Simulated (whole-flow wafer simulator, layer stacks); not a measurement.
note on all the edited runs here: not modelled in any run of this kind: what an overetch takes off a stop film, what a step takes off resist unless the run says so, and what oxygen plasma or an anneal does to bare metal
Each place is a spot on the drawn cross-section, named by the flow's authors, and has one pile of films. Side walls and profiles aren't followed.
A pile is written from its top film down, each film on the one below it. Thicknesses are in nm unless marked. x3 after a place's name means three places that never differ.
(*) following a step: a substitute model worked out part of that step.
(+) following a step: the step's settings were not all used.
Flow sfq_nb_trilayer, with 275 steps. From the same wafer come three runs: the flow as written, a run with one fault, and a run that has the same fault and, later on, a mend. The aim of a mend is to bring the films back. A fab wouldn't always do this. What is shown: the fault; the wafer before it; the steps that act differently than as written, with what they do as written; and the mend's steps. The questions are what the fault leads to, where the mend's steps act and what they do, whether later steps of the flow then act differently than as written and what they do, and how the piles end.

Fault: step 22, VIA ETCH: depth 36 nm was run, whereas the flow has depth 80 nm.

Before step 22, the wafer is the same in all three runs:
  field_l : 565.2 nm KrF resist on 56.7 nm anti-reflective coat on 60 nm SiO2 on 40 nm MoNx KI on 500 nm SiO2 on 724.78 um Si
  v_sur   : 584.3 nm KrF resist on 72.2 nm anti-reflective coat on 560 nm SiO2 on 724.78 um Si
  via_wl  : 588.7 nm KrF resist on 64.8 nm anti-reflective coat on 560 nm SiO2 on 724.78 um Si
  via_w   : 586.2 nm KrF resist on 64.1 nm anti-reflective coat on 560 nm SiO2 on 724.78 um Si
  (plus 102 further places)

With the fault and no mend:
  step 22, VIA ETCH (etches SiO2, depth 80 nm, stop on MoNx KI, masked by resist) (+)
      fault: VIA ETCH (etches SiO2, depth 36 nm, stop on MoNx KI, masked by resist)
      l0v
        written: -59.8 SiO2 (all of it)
        fault: -36 SiO2
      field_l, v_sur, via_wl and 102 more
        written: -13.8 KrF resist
        fault: -6.21 KrF resist
  Steps further on in the flow that do not act as written (not shown: 3 more steps that differ only slightly, by at most 2% or 0.5 nm, whichever is larger):
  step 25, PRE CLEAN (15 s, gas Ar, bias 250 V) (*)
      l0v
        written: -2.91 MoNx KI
        fault: -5 SiO2
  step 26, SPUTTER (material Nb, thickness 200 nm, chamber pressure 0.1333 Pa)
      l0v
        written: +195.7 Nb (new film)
        fault: +200 Nb (new film)
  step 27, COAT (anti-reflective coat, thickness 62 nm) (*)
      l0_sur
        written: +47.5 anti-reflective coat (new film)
        fault: +49.9 anti-reflective coat (new film)
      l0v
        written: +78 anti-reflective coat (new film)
        fault: +71 anti-reflective coat (new film)
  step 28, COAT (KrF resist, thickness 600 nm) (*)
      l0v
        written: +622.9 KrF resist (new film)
        fault: +609.1 KrF resist (new film)
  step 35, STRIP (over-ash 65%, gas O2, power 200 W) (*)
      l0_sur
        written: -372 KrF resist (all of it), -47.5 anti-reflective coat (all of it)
        fault: -373.4 KrF resist (all of it), -49.9 anti-reflective coat (all of it)
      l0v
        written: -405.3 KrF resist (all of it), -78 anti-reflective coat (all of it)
        fault: -391.4 KrF resist (all of it), -71 anti-reflective coat (all of it)
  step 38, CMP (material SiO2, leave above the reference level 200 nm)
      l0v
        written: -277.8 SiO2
        fault: -303.8 SiO2
  At l0v, the piles at the end differ from the flow's by more than 2% or 0.5 nm, whichever is larger.
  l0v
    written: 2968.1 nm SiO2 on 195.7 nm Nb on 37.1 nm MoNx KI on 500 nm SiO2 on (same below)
    fault: 2942 nm SiO2 on 200 nm Nb on 18.8 nm SiO2 on 40 nm MoNx KI on 500 nm SiO2 on (same below)

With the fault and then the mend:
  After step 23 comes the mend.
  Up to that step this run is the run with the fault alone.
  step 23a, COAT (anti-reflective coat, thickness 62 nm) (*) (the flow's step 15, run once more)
      p4_fl x3, p4_w1 x9, p4_g1 x2 and 59 more
        +62 anti-reflective coat (new film)
      be, be_sur, gap, jj_sur, r_end, moat, field_r
        +63.7 anti-reflective coat (new film)
      ce_l, c5j, ce_r, sp_r, be_r, r_sur, res
        +63.6 anti-reflective coat (new film)
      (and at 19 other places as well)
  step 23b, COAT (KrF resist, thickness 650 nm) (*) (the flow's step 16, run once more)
      p4_fl x3, p4_w1 x9, p4_g1 x2 and 59 more
        +650 KrF resist (new film)
      jj_sur, ce_l, c5j, ce_r, sp_r, be_r, r_sur, res
        +656.8 KrF resist (new film)
      l0r_line_l, l0r_line_c, l0r_line_r
        +646 KrF resist (new film)
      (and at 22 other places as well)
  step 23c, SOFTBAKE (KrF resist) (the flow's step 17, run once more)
      does not change any film at any place that is followed
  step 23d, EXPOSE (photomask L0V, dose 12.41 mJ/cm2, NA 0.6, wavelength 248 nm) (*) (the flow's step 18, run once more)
      does not change any film at any place that is followed
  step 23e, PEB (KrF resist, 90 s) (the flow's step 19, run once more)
      p4_fl x3, p4_w1 x9, p4_g1 x2 and 59 more
        -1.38 KrF resist
      via_v, wire, be and 16 more
        -1.39 KrF resist
      v_sur, via_w, via_wr, via_sp, ln_m6, lsp_r, l0v
        -1.4 KrF resist
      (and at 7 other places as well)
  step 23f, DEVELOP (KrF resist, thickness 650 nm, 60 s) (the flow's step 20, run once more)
      field_l, v_sur, via_wl and 102 more
        -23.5 KrF resist
      l0v
        -658.1 KrF resist (all of it)
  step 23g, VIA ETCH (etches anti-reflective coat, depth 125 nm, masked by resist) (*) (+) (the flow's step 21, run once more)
      field_l, v_sur, via_wl and 102 more
        -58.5 KrF resist
      l0v
        -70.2 anti-reflective coat (all of it), -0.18 SiO2
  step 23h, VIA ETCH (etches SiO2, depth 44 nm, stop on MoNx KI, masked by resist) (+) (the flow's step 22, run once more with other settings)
      field_l, v_sur, via_wl and 102 more
        -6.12 KrF resist
      l0v
        -23.7 SiO2 (all of it)
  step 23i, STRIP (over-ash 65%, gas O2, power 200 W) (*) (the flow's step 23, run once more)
      p4_fl x3, p4_w1 x9, p4_g1 x2 and 59 more
        -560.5 KrF resist (all of it), -62 anti-reflective coat (all of it)
      ce_l, c5j, r_sur, res
        -567.3 KrF resist (all of it), -63.6 anti-reflective coat (all of it)
      gap, r_end, moat
        -567.4 KrF resist (all of it), -63.7 anti-reflective coat (all of it)
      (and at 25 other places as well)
  None of the later steps of the flow acts differently than as written at any place that is followed.
  The piles end the same as the flow's at every place that both follow.
